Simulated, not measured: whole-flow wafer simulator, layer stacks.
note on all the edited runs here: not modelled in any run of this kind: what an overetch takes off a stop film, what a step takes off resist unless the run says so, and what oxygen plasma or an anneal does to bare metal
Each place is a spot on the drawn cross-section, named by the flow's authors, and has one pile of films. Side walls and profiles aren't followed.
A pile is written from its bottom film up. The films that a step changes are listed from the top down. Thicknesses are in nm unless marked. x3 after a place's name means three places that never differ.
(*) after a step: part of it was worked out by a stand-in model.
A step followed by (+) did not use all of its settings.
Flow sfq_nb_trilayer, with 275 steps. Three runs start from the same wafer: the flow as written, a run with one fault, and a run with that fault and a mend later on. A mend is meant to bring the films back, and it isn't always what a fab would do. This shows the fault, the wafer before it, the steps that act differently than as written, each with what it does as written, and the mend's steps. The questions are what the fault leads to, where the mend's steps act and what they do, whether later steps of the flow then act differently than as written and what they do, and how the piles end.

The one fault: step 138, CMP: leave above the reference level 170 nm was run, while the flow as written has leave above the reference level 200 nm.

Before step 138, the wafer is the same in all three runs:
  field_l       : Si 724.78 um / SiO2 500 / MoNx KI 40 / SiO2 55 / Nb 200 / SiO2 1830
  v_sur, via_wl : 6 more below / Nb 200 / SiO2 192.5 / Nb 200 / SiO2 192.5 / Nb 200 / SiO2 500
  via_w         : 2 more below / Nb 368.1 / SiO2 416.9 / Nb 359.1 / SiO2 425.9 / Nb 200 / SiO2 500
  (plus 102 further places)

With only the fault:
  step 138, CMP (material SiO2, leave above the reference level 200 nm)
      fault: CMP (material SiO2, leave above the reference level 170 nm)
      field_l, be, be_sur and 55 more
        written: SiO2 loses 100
        fault: SiO2 loses 130
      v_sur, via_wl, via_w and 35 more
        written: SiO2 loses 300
        fault: SiO2 loses 330
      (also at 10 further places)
  Steps further on in the flow that do not act as written (not shown: 7 more steps that differ only slightly, by at most 2% or 0.5 nm, whichever is larger):
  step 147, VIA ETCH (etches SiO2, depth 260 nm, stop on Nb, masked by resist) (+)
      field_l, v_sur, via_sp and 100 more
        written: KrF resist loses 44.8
        fault: KrF resist loses 43.9
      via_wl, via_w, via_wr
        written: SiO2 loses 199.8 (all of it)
        fault: SiO2 loses 169.8 (all of it)
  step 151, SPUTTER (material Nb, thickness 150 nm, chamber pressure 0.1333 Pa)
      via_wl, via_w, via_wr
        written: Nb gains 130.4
        fault: Nb gains 133.9
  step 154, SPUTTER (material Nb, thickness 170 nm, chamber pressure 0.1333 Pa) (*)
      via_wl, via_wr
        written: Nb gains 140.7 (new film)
        fault: Nb gains 145.9 (new film)
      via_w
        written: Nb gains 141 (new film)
        fault: Nb gains 146.2 (new film)
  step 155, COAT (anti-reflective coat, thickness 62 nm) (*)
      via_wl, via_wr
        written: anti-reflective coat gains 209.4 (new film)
        fault: anti-reflective coat gains 180.3 (new film)
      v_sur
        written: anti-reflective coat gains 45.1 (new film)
        fault: anti-reflective coat gains 46.4 (new film)
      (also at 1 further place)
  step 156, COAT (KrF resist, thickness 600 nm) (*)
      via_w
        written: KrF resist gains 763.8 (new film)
        fault: KrF resist gains 735.2 (new film)
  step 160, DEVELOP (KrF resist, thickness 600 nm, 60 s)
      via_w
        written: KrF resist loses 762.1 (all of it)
        fault: KrF resist loses 733.7 (all of it)
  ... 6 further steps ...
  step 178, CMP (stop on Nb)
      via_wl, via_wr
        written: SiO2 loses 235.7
        fault: SiO2 loses 269.1
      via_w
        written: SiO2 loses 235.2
        fault: SiO2 loses 268.6
  By the end, the piles at v_sur, via_wl, via_w and 36 more depart from the flow's by more than 2% or 0.5 nm, whichever is larger.
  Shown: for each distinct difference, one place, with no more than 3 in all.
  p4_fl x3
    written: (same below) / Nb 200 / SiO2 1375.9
    fault: (same below) / Nb 200 / SiO2 1345.9
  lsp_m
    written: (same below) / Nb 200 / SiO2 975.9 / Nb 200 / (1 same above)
    fault: (same below) / Nb 200 / SiO2 945.9 / Nb 200 / (1 same above)
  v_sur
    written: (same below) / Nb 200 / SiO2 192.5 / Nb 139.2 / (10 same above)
    fault: (same below) / Nb 200 / SiO2 162.5 / Nb 139.2 / (10 same above)

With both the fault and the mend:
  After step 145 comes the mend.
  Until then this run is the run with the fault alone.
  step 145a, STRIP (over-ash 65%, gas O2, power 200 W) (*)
      field_l, v_sur, via_sp and 100 more
        KrF resist loses 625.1 (all of it), anti-reflective coat loses 62 (all of it)
      via_wl, via_w, via_wr
        anti-reflective coat loses 62 (all of it)
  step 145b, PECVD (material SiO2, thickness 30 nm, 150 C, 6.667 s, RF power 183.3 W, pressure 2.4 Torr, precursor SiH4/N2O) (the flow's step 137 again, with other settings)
      field_l, v_sur, via_wl and 103 more
        SiO2 gains 30
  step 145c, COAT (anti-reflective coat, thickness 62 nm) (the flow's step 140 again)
      field_l, v_sur, via_wl and 103 more
        anti-reflective coat gains 62 (new film)
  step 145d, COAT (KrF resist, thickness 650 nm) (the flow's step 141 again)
      field_l, v_sur, via_wl and 103 more
        KrF resist gains 650 (new film)
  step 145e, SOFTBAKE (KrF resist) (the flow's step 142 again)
      leaves every film unchanged at each place that is followed
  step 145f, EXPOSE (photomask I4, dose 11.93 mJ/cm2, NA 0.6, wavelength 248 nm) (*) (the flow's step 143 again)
      leaves every film unchanged at each place that is followed
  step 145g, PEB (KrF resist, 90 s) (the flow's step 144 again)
      field_l, v_sur, via_wl and 103 more
        KrF resist loses 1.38
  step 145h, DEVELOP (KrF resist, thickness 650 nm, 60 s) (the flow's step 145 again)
      field_l, v_sur, via_sp and 100 more
        KrF resist loses 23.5
      via_wl, via_w, via_wr
        KrF resist loses 648.6 (all of it)
  Every later step of the flow that is run acts as written, at every place that is followed, to within 2% or 0.5 nm, whichever is larger.
  When the end is reached, the piles differ only a little from the flow's at the places that both follow, at most by 2% or 0.5 nm, whichever is larger.
